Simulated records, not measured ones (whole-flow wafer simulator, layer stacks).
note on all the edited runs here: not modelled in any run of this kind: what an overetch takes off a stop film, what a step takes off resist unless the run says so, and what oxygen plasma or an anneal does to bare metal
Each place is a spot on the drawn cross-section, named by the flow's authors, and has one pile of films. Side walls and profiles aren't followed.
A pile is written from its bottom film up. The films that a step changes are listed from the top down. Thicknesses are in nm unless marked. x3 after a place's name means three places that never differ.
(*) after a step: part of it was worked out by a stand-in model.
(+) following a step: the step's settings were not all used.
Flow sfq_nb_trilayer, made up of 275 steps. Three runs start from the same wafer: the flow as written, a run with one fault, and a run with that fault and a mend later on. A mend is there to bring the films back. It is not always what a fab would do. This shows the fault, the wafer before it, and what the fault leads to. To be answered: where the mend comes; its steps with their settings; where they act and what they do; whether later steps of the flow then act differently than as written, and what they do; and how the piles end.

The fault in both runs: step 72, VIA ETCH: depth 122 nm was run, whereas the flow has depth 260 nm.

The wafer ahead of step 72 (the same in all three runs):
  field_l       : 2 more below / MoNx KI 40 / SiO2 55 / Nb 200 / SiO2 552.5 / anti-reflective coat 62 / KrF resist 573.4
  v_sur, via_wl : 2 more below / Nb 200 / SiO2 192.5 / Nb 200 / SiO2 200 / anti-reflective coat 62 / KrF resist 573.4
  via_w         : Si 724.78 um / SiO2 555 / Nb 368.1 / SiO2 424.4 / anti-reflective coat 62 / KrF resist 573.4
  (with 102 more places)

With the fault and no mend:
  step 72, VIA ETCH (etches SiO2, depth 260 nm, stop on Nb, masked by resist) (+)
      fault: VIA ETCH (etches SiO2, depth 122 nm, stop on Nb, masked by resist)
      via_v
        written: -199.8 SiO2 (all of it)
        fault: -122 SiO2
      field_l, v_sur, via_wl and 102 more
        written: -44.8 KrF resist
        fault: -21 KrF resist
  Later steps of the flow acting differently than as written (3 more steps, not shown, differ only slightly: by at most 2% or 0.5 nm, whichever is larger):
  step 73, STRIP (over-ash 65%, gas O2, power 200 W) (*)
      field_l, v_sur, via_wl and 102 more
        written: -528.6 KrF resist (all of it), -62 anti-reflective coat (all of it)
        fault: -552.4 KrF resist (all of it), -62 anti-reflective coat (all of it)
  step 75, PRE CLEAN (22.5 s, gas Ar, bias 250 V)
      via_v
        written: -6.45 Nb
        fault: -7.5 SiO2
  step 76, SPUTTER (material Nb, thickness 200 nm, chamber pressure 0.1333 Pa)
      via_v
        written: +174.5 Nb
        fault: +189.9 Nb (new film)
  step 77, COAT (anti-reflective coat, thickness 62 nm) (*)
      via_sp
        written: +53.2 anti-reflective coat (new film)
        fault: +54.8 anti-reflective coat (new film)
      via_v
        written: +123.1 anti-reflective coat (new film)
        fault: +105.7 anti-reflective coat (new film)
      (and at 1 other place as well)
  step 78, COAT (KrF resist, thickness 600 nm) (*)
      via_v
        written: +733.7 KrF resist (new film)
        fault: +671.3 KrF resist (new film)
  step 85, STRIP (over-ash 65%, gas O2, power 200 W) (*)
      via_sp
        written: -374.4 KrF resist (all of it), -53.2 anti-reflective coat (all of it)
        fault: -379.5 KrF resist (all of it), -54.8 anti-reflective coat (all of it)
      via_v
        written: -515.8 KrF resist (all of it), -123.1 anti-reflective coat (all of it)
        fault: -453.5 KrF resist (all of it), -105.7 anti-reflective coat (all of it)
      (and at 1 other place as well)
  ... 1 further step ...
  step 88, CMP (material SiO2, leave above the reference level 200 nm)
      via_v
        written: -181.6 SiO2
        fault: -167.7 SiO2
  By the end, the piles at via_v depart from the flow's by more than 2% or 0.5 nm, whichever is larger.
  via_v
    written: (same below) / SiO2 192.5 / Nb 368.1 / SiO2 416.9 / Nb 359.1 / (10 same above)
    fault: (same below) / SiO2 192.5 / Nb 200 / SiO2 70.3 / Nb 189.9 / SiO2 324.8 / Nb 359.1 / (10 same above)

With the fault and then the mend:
  The mend follows step 72.
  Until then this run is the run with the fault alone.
  step 72a, VIA ETCH (etches SiO2, depth 138 nm, stop on Nb, masked by resist) (+) (the flow's step 72, run once more with other settings)
      field_l, v_sur, via_wl and 102 more
        -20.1 KrF resist
      via_v
        -77.8 SiO2 (all of it)
  Later steps of the flow that are run all act as written at every place that is followed, up to a difference of at most 2% or 0.5 nm, whichever is larger.
  By the end, the piles equal the flow's at every place that both follow.
